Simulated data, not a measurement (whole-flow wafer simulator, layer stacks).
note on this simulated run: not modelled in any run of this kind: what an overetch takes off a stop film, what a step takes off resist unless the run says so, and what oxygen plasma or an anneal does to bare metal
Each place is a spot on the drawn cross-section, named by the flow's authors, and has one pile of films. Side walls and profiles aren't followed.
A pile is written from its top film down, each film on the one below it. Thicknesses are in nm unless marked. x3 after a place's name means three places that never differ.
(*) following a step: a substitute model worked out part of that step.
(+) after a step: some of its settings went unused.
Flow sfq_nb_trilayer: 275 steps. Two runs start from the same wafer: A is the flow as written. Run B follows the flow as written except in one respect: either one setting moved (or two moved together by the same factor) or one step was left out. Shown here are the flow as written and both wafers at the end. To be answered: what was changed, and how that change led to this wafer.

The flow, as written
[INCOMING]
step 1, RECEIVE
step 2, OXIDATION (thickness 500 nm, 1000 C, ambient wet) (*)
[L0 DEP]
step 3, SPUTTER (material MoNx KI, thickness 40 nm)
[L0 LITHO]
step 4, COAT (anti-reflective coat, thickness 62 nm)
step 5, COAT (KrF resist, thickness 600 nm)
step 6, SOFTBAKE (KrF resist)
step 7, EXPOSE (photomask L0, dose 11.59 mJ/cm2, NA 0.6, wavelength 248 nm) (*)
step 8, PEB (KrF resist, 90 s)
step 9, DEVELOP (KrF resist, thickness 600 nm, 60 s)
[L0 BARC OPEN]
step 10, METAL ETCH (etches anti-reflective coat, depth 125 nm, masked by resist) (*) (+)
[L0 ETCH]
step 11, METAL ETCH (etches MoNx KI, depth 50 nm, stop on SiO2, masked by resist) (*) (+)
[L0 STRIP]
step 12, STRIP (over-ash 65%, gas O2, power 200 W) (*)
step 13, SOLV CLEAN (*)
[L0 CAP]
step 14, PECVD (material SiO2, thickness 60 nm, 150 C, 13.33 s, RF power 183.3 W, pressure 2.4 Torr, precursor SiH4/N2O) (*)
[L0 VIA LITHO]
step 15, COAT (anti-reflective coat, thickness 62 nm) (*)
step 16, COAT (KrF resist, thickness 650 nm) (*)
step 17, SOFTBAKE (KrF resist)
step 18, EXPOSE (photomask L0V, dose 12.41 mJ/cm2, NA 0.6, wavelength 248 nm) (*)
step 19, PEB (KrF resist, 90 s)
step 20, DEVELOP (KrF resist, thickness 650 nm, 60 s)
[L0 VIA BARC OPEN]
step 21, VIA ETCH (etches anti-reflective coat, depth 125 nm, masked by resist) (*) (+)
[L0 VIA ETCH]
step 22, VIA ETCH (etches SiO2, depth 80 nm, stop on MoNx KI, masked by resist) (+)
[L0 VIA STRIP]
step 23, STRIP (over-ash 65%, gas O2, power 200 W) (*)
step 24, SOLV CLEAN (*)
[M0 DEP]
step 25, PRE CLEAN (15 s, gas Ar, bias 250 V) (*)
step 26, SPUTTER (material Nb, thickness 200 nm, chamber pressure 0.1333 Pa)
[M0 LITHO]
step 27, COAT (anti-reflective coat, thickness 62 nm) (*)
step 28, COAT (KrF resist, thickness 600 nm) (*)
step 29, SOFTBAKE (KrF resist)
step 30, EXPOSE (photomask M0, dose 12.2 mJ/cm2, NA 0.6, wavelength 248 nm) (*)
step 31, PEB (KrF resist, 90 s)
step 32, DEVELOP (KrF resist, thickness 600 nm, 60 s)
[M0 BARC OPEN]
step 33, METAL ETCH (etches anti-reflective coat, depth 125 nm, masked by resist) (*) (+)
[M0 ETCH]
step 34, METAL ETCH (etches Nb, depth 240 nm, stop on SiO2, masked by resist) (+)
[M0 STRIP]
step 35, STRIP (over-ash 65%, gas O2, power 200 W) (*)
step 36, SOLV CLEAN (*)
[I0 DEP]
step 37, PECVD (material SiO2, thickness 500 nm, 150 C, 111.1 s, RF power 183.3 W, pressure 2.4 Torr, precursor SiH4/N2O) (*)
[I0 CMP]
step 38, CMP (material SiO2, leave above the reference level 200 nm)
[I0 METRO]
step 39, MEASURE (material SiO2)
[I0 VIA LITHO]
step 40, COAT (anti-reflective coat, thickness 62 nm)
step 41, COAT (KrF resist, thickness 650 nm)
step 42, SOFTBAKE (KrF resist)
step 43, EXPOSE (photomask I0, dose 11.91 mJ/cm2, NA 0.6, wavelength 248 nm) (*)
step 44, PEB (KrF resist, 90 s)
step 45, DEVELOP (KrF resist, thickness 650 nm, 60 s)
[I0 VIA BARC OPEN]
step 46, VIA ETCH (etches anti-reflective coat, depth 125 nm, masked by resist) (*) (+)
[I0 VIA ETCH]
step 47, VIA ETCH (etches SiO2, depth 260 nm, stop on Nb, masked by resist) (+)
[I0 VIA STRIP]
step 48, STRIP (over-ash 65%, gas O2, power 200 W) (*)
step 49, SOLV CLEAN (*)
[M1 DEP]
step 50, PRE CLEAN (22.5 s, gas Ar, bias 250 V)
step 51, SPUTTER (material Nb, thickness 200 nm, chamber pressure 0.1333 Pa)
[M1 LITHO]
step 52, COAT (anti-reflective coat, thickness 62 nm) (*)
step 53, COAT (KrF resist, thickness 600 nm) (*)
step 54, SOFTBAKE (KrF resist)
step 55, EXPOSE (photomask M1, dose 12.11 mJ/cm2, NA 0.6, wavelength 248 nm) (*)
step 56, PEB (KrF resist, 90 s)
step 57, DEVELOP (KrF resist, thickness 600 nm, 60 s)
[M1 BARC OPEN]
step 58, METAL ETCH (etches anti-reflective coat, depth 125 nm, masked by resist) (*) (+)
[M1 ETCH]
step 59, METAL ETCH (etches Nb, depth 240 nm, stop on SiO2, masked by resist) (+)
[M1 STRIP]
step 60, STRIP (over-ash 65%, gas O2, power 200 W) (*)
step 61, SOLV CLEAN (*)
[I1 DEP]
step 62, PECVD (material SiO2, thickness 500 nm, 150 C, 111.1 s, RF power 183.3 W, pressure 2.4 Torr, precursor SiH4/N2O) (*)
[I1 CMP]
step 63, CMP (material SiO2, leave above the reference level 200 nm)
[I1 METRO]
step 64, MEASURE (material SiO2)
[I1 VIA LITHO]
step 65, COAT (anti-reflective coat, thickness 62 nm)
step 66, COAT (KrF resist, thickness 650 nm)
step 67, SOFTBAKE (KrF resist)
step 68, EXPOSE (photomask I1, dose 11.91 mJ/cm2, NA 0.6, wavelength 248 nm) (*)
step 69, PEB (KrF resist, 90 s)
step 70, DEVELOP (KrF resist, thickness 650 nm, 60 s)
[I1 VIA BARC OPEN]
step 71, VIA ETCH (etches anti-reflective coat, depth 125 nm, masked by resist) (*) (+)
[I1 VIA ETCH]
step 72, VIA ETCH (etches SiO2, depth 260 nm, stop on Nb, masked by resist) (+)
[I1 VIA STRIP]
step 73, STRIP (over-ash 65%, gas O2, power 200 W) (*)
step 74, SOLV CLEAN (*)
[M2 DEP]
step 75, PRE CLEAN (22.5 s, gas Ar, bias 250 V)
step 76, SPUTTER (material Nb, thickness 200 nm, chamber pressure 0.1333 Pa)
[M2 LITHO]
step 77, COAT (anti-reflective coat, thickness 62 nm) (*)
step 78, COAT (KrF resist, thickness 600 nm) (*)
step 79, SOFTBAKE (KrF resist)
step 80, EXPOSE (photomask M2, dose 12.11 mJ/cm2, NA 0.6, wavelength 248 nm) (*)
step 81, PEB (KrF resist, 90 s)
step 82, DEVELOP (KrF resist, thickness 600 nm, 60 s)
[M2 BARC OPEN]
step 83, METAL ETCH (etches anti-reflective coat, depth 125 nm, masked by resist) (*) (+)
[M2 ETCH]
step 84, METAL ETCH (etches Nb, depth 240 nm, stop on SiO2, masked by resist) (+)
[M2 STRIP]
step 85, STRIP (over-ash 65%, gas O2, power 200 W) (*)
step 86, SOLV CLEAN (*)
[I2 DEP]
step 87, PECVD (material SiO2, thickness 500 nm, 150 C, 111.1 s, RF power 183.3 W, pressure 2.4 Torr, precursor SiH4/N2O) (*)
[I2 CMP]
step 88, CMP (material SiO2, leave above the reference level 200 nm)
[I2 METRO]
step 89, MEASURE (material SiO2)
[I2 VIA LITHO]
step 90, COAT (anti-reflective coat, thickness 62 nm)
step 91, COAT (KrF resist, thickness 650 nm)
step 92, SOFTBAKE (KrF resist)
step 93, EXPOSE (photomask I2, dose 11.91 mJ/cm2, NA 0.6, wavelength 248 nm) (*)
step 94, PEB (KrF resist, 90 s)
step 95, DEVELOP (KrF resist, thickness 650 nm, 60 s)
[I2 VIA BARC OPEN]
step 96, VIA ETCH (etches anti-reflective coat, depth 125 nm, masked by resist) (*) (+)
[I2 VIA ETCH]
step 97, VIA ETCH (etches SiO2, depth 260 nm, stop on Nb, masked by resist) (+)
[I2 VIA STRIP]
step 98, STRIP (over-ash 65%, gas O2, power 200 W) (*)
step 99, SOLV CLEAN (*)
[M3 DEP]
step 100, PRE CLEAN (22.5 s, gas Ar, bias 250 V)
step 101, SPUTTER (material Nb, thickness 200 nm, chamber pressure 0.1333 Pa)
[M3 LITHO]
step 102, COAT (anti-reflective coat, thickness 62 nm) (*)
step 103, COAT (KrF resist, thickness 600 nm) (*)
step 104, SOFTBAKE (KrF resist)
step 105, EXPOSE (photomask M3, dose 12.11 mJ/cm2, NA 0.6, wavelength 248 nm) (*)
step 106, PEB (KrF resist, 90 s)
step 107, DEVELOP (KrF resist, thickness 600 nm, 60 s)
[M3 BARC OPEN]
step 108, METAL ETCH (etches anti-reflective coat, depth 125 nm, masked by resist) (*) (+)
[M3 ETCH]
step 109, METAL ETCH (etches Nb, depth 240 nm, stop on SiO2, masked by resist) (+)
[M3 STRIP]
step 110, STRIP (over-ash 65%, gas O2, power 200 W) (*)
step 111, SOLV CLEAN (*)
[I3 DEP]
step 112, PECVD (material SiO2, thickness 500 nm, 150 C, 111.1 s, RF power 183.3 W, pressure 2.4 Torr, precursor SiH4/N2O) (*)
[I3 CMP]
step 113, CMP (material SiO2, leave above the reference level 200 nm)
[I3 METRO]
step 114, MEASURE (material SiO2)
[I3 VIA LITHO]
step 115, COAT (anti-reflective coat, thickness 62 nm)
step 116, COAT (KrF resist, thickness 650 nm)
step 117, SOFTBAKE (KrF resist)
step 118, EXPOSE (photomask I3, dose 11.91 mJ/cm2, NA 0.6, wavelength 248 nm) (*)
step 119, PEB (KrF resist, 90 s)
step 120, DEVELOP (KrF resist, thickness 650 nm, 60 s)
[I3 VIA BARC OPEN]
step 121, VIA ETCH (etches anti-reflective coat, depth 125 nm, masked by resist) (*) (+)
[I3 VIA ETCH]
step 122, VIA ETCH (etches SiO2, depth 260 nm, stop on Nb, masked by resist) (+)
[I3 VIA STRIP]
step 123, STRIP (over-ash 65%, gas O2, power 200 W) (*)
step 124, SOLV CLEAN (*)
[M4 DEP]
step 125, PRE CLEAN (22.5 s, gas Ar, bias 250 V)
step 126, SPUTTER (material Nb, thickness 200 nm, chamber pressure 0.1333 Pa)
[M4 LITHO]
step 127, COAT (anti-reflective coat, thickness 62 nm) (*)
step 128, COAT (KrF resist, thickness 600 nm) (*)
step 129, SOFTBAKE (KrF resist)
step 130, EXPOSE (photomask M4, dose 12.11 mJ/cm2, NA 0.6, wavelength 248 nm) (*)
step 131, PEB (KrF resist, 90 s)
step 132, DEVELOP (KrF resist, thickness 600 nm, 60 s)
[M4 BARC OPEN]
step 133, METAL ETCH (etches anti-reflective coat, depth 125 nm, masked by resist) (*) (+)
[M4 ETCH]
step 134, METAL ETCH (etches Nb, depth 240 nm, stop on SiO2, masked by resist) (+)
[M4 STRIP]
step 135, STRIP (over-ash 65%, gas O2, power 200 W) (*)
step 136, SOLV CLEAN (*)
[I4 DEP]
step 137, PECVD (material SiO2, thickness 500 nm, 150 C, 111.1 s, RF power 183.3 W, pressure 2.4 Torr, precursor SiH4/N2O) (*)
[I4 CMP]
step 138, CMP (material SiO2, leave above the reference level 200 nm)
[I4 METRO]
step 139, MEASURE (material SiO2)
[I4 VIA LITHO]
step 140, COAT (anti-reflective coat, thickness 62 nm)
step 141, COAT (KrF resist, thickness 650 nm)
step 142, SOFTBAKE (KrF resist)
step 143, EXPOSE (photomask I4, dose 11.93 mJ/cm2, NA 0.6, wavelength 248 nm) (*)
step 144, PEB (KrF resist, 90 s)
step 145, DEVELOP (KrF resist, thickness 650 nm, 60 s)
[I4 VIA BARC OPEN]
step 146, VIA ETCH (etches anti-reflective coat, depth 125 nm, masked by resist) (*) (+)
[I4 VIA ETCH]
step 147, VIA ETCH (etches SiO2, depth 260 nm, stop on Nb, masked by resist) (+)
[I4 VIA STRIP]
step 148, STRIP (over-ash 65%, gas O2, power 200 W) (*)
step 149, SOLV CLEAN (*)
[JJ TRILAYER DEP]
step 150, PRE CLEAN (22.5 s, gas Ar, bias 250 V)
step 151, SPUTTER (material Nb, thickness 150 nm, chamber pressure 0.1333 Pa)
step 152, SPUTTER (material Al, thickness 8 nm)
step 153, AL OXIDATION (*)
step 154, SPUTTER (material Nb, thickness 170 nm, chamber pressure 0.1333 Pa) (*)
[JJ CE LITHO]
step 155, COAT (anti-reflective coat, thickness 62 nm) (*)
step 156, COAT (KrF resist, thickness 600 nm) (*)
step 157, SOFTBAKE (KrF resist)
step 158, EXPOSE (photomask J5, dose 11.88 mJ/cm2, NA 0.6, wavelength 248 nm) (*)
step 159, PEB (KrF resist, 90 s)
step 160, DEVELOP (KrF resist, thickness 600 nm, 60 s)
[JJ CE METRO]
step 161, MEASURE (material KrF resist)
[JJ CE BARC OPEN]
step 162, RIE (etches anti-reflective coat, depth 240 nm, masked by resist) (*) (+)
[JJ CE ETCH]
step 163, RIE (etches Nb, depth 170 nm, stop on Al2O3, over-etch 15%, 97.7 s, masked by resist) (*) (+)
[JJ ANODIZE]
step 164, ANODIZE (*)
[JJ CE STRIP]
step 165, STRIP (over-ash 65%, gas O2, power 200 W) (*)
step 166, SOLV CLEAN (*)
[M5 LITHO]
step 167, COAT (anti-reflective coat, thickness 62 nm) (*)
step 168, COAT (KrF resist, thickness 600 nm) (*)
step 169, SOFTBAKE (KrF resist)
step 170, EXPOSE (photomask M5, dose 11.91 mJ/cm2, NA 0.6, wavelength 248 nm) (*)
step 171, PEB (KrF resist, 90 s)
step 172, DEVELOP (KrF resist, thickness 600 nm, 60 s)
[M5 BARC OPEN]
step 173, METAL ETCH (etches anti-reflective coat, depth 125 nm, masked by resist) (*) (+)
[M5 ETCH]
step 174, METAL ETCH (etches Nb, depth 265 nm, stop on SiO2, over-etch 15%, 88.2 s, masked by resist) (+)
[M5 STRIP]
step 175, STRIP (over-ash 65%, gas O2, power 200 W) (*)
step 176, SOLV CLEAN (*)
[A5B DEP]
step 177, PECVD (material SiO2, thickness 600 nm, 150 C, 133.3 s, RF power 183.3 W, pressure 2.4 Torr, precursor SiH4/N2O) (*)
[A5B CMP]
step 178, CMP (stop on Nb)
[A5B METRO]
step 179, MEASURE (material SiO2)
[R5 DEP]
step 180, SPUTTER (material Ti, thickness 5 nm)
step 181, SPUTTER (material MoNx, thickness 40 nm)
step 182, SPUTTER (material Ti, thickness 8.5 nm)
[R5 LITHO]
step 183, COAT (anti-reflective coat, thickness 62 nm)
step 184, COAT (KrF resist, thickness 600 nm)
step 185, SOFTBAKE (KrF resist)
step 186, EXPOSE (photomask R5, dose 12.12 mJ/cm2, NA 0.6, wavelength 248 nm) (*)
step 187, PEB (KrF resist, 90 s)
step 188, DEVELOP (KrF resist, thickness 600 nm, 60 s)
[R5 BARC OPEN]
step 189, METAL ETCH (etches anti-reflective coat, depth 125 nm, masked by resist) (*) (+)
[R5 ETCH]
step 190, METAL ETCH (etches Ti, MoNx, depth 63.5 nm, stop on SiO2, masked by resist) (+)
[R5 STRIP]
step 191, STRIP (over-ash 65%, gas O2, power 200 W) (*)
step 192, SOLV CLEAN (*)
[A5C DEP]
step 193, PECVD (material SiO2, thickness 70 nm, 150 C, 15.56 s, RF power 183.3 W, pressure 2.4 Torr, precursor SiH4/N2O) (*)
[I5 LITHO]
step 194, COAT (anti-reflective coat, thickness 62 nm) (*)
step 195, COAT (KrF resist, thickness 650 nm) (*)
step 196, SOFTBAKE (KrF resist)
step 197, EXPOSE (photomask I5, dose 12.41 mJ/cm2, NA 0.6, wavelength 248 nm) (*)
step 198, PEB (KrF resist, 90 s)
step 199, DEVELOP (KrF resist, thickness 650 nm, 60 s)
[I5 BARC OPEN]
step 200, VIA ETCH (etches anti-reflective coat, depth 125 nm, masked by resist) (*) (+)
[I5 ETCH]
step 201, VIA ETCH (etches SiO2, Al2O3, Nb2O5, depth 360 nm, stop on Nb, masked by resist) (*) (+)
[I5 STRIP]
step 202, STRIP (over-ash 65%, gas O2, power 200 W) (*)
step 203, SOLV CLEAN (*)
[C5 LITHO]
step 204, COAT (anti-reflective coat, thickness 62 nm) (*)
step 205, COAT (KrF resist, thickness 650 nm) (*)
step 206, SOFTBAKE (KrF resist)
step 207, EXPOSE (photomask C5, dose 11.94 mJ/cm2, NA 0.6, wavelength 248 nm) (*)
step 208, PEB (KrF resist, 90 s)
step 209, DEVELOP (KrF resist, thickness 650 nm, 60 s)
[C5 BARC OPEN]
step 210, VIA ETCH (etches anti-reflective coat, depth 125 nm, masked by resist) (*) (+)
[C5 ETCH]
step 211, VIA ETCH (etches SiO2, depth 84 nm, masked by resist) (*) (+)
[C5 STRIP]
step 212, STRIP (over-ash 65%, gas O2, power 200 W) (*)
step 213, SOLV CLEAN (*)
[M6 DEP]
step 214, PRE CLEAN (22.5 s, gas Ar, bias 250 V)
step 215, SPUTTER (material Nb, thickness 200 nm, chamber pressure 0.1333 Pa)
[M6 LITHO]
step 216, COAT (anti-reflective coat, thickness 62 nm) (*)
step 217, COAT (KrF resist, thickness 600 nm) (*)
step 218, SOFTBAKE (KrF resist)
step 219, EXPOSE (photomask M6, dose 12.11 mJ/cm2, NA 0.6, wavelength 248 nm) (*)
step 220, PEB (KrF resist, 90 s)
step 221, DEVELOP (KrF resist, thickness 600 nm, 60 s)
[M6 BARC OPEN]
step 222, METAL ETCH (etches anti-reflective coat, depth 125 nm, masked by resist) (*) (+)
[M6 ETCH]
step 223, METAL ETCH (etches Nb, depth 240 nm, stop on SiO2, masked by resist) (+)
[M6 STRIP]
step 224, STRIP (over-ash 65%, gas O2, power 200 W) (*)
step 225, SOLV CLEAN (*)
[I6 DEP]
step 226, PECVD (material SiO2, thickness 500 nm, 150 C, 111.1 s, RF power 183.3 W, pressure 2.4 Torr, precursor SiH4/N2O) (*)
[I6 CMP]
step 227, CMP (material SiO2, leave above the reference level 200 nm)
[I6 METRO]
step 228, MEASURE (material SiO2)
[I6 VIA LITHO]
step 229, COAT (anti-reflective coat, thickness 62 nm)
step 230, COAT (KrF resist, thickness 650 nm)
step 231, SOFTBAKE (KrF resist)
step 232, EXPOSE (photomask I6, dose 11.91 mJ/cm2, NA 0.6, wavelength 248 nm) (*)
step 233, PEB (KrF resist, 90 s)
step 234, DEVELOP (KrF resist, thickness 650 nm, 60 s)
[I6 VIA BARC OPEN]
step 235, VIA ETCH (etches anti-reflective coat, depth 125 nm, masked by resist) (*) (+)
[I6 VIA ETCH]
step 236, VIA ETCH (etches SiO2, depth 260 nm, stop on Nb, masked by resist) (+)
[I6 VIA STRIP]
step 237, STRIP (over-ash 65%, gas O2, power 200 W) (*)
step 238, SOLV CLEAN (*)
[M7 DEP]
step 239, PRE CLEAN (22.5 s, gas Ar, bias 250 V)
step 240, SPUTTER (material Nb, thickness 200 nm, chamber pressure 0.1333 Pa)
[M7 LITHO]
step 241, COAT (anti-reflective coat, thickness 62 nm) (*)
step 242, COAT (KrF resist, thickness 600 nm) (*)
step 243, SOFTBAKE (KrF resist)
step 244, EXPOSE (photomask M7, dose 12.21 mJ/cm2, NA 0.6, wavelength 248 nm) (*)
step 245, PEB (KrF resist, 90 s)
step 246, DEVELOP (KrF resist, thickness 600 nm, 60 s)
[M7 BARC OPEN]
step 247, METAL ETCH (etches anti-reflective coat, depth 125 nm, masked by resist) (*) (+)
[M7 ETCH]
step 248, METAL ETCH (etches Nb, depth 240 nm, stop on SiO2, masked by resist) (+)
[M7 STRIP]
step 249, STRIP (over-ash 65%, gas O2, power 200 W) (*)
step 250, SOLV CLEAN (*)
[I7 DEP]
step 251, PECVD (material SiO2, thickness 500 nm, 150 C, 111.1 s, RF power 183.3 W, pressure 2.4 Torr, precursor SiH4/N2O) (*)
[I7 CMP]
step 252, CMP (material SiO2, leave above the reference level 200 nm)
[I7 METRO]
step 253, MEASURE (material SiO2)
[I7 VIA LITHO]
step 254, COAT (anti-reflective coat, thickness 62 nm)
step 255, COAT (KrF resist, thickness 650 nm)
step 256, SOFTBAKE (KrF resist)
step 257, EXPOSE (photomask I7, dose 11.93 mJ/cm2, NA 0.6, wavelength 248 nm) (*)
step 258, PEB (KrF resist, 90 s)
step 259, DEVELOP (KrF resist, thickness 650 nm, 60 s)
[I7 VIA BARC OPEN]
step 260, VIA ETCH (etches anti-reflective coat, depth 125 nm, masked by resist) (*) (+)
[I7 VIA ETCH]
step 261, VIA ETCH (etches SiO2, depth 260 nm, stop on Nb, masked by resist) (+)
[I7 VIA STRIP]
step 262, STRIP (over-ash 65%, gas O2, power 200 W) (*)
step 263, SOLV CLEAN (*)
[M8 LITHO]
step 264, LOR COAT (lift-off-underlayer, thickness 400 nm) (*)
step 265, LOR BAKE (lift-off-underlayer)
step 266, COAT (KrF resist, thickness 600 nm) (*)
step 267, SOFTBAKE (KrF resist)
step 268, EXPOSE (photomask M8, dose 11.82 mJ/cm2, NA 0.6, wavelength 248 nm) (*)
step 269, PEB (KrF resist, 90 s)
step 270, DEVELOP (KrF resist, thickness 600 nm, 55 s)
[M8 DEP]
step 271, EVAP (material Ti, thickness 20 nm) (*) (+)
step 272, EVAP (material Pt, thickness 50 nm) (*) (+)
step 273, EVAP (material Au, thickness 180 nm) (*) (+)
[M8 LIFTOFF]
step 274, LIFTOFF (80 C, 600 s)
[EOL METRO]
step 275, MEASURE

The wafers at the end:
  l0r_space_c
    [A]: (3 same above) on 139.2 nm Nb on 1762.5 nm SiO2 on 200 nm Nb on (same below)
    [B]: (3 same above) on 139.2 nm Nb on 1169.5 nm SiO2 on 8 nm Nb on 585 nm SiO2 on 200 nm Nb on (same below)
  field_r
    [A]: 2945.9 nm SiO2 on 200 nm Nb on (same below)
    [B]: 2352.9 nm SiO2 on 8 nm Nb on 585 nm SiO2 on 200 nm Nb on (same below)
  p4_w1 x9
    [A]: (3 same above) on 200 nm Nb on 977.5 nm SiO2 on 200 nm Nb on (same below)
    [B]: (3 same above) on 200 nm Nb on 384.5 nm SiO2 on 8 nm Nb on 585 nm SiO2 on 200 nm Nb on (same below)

Cause: step 84, METAL ETCH: depth 192 nm was run, though the flow has depth 240 nm.

The path from the change to this, step by step:
  step 84, METAL ETCH (etches Nb, depth 240 nm, stop on SiO2, masked by resist) (+)
      field_l, be, be_sur and 81 more: A Nb loses 200 (all of it) | B Nb loses 192
      v_sur, via_wl, via_w and 19 more: A KrF resist loses 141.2 | B KrF resist loses 112.9
  step 85, STRIP (over-ash 65%, gas O2, power 200 W) (*)
      wl_j_sl, wl_jj, wl_j_sr and 12 more: A KrF resist loses 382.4 (all of it), anti-reflective coat loses 62 (all of it) | B KrF resist loses 410.6 (all of it), anti-reflective coat loses 62 (all of it)
      v_sur: A KrF resist loses 380 (all of it), anti-reflective coat loses 61.4 (all of it) | B KrF resist loses 408.3 (all of it), anti-reflective coat loses 61.4 (all of it)
      (as well as at 6 more places)
  step 87, PECVD (material SiO2, thickness 500 nm, 150 C, 111.1 s, RF power 183.3 W, pressure 2.4 Torr, precursor SiH4/N2O) (*)
      field_l, be, be_sur and 81 more: A SiO2 gains 500 | B SiO2 gains 500 (new film)
  step 88, CMP (material SiO2, leave above the reference level 200 nm)
      field_l, be, be_sur and 81 more: A SiO2 loses 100 | B SiO2 loses 108
If metal films that touch count as one body, l0r_space_c has 3 bodies (between them, from the top down: SiO2 1169.5; SiO2 585); the flow as written gives 2 bodies (between them, from the top down: SiO2 1762.5).
If metal films that touch count as one body, field_r has 2 bodies (between them, from the top down: SiO2 585); the flow as written gives 1 body.
If metal films that touch count as one body, p4_w1 x9 has 4 bodies (between them, from the top down: SiO2 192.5; SiO2 384.5; SiO2 585); the flow as written gives 3 bodies (between them, from the top down: SiO2 192.5; SiO2 977.5).
